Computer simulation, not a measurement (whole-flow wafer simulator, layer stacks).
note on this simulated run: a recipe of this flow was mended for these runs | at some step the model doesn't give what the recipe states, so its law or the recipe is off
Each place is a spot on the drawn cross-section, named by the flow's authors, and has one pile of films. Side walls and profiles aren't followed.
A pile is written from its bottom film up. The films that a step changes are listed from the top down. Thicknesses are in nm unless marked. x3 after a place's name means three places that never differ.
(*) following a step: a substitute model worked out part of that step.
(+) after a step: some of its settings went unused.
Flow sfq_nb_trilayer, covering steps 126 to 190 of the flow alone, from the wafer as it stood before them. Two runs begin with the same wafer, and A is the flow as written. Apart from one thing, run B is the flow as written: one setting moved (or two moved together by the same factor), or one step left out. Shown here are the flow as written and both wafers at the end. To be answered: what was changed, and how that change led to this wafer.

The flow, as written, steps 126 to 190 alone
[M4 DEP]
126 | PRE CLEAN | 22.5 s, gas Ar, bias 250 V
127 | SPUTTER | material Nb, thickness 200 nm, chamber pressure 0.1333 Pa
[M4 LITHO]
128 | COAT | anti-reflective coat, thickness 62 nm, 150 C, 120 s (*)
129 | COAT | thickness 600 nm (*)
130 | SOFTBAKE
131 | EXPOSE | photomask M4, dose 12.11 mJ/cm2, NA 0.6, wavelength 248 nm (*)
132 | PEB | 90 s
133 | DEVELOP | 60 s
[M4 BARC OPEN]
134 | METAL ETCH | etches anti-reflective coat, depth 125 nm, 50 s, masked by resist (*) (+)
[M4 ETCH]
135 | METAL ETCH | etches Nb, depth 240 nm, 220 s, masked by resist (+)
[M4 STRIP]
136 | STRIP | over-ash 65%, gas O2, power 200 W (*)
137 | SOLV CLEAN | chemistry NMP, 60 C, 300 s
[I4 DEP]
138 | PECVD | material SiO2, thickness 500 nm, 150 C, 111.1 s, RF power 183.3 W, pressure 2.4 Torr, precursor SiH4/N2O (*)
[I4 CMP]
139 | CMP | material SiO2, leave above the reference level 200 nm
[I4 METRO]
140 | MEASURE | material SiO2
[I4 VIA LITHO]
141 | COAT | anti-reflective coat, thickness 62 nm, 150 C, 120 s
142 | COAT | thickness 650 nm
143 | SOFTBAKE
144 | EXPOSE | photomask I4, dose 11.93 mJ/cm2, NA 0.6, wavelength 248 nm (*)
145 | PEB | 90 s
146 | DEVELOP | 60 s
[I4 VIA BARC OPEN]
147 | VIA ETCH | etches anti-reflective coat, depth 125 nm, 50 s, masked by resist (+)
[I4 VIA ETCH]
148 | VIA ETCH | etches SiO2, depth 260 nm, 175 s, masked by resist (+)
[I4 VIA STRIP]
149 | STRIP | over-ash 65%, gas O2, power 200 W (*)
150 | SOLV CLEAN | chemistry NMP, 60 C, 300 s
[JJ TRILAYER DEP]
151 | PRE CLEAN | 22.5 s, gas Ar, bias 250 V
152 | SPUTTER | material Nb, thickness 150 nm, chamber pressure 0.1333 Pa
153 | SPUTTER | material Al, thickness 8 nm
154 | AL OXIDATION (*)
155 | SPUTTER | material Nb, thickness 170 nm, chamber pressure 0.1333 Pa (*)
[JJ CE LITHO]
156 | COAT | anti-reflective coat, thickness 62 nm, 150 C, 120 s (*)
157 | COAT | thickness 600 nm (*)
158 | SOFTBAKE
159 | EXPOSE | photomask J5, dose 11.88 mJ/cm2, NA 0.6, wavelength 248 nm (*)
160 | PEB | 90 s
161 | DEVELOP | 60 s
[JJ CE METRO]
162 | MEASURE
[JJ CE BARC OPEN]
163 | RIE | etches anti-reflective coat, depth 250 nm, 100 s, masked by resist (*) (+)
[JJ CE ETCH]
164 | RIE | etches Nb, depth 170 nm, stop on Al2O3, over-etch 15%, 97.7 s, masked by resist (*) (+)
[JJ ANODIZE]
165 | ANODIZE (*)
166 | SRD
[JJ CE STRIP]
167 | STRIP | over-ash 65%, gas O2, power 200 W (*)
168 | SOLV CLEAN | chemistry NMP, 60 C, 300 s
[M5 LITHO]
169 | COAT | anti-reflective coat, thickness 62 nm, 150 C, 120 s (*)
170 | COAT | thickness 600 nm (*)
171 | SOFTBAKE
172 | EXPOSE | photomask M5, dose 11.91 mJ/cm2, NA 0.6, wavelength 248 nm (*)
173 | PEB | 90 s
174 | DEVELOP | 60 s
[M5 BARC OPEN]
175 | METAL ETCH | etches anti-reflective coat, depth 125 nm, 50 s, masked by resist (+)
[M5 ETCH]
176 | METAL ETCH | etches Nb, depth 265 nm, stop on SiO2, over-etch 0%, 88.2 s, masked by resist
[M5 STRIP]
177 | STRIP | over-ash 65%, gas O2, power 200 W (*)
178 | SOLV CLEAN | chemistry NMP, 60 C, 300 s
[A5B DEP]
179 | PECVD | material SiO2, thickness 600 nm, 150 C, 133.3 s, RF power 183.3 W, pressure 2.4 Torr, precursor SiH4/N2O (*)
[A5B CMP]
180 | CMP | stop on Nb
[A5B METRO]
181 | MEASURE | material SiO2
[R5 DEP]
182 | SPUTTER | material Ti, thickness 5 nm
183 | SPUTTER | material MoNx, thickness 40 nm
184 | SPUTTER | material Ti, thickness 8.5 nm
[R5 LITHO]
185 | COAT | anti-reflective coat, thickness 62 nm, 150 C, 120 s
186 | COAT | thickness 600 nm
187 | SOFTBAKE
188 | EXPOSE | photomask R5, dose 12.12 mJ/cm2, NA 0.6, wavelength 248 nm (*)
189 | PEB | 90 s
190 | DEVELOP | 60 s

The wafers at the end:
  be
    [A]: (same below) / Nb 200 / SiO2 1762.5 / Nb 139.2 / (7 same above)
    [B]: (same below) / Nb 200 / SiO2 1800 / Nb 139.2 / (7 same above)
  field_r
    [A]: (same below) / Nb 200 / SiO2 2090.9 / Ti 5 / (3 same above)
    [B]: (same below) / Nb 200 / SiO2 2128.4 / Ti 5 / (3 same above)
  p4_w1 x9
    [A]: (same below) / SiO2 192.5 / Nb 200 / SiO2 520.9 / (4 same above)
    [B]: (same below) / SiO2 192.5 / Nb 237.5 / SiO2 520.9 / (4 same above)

The reason: step 127, SPUTTER: thickness 237.5 nm was run, while the flow as written has thickness 200 nm.
One can read it off the wafer: p4_w1 x9 has Nb 237.5, and step 127 as written asks for 200 nm.

The path from the change to this, step by step:
  127 | SPUTTER | material Nb, thickness 200 nm, chamber pressure 0.1333 Pa
      field_l, v_sur, via_wl and 102 more: A +200 Nb (new film) | B +237.5 Nb (new film)
      via_v: A +164.5 Nb | B +195.6 Nb
  135 | METAL ETCH | etches Nb, depth 240 nm, 220 s, masked by resist (+)
      field_l, be, be_sur and 64 more: A -200 Nb (all of it), -4 SiO2 | B -237.5 Nb (all of it), -0.25 SiO2
  138 | PECVD | material SiO2, thickness 500 nm, 150 C, 111.1 s, RF power 183.3 W, pressure 2.4 Torr, precursor SiH4/N2O (*)
      p3_s0 x6: A +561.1 SiO2 | B +594.8 SiO2
  139 | CMP | material SiO2, leave above the reference level 200 nm
      field_l, be, be_sur and 55 more: A -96 SiO2 | B -62.2 SiO2
      lsp_r, l0_sur, l0v: A -87.7 SiO2 | B -52.6 SiO2
